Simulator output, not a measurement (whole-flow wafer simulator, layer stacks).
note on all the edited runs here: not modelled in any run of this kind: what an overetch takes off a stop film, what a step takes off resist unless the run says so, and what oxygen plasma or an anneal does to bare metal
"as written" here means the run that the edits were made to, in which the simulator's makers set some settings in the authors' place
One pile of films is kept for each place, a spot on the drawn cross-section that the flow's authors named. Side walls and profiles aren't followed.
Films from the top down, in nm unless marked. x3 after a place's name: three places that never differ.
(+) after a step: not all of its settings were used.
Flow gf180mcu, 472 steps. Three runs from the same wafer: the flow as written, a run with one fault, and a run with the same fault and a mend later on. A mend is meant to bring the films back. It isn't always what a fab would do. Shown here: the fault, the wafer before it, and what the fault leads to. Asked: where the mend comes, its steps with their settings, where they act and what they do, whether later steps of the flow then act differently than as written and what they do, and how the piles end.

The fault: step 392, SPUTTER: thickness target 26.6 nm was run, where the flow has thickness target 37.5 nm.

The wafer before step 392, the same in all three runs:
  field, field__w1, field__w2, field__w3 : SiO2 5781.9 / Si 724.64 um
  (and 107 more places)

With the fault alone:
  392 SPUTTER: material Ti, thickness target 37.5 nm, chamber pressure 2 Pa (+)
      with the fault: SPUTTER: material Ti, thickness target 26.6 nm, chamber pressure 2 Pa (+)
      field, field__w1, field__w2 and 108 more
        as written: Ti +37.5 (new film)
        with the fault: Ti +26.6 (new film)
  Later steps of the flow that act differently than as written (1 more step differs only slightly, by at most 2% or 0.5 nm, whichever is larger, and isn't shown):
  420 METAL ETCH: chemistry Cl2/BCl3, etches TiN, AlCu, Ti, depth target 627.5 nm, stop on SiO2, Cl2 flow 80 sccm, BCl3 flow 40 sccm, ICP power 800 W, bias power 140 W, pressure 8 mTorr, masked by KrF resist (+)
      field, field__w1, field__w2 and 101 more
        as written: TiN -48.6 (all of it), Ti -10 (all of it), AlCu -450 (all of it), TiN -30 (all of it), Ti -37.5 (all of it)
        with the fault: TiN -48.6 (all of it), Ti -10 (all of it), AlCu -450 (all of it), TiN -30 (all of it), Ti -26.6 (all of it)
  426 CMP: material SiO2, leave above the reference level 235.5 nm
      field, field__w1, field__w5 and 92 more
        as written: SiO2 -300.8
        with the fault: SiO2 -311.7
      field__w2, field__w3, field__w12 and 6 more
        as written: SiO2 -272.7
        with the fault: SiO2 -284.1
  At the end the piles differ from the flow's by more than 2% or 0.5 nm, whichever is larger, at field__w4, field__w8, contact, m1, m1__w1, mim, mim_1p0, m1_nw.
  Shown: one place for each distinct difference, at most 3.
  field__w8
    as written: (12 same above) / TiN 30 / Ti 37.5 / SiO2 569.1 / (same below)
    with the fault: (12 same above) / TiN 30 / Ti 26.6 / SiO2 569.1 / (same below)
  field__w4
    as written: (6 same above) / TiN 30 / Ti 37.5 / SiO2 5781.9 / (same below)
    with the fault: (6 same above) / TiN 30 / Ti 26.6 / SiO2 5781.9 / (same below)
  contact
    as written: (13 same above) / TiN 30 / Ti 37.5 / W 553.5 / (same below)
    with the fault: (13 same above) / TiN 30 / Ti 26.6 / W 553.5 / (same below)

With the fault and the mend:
  The mend comes after step 392.
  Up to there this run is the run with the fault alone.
  392a SPUTTER: material Ti, thickness target 10.9 nm, chamber pressure 2 Pa (+) (the flow's step 392 once more, with other settings)
      field, field__w1, field__w2 and 108 more
        Ti +10.9
  No later step of the flow acts differently than as written at any place that is followed.
  At the end the piles are the same as the flow's at every place that both follow.
